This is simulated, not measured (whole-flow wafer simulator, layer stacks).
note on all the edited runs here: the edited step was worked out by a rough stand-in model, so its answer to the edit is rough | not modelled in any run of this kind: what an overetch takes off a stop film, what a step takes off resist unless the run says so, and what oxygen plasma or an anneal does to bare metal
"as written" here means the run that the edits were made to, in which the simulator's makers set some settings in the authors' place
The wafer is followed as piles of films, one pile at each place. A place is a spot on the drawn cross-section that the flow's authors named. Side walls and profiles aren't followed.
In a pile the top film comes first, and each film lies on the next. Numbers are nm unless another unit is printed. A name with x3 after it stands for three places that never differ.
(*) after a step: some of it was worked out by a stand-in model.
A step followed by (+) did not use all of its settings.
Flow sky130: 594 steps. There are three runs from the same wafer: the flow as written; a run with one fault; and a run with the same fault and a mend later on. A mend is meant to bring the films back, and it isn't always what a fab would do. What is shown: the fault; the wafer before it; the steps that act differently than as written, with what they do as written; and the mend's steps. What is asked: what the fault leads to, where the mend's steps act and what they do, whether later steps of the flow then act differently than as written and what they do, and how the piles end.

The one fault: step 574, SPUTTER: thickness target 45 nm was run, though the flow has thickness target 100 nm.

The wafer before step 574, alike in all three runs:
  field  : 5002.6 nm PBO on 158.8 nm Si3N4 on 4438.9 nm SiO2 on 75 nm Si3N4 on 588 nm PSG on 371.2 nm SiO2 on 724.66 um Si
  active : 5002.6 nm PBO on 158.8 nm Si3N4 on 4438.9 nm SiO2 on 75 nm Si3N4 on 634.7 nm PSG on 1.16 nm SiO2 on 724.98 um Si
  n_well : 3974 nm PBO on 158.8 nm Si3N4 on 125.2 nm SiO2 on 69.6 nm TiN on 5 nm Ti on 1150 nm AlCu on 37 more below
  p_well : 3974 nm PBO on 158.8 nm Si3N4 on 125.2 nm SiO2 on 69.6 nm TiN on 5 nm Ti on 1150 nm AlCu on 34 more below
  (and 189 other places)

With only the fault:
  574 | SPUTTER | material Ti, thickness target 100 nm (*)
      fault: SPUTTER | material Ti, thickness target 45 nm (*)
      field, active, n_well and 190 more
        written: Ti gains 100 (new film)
        fault: Ti gains 45 (new film)
  Steps further on in the flow that do not act as written (7 other steps are not shown; they differ only slightly, by no more than 2% or 0.5 nm, whichever is larger):
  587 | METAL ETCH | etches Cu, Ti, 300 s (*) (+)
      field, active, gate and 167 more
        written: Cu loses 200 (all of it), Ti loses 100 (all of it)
        fault: Cu loses 200 (all of it), Ti loses 45 (all of it)
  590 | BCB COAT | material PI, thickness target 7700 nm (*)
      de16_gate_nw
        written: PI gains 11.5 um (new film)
        fault: PI gains 11.45 um (new film)
  At n_well, p_well, sd_n and 20 more, the piles at the end differ from the flow's by more than 2% or 0.5 nm, whichever is larger.
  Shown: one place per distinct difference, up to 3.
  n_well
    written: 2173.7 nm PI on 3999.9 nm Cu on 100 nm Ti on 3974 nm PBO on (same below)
    fault: 2209.4 nm PI on 3999.9 nm Cu on 45 nm Ti on 3974 nm PBO on (same below)
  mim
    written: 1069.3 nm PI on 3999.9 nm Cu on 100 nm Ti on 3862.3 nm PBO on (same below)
    fault: 1120.8 nm PI on 3999.9 nm Cu on 45 nm Ti on 3862.3 nm PBO on (same below)
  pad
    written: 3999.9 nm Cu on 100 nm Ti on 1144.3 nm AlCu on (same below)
    fault: 3999.9 nm Cu on 45 nm Ti on 1144.3 nm AlCu on (same below)

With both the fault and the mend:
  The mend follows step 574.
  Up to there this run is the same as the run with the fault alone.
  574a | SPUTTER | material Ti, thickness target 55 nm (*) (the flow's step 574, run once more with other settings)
      field, active, n_well and 190 more
        Ti gains 55
  Later steps of the flow that are run all act as written at every place that is followed.
  The piles end the same as the flow's at every place that both follow.
